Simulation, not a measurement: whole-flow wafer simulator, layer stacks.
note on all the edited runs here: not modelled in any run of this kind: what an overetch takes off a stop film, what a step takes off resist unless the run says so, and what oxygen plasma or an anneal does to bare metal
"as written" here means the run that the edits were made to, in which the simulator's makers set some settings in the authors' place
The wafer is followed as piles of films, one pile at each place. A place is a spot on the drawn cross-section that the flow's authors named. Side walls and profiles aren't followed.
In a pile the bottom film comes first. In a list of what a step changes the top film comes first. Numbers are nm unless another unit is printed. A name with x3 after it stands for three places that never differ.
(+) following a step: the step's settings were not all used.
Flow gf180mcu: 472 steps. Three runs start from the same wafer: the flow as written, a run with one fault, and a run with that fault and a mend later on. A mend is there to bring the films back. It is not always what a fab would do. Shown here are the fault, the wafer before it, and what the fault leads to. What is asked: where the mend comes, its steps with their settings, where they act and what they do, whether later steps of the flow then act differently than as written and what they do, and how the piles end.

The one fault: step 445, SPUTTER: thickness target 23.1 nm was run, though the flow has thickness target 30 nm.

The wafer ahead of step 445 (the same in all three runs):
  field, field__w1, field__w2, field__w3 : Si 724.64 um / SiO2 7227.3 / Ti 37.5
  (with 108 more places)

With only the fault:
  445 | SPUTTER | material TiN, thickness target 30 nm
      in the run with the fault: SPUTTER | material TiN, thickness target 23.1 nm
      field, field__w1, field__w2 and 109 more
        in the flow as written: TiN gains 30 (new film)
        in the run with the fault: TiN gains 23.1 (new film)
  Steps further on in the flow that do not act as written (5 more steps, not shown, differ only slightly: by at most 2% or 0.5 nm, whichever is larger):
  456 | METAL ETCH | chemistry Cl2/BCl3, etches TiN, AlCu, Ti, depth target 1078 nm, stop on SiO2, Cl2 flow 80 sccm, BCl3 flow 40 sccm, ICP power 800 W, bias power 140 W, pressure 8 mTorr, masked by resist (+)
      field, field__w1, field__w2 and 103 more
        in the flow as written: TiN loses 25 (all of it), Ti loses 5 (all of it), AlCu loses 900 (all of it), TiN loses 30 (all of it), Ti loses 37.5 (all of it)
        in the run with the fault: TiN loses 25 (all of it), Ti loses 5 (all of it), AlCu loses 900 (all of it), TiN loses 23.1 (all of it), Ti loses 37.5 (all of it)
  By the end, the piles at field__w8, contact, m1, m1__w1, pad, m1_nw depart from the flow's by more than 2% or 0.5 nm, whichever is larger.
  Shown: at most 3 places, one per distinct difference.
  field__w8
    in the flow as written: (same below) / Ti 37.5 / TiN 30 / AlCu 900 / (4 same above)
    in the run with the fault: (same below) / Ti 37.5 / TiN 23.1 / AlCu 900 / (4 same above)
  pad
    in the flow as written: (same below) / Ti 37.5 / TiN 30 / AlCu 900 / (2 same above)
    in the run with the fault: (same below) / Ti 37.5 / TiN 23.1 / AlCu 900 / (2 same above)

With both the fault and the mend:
  The mend stands after step 445.
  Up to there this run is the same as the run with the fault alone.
  445a | SPUTTER | material TiN, thickness target 6.9 nm (a further turn of the flow's step 445, with different settings)
      field, field__w1, field__w2 and 109 more
        TiN gains 6.9
  Later steps of the flow that are run all act as written at every place that is followed.
  At every place that both follow, the piles at the end match the flow's.
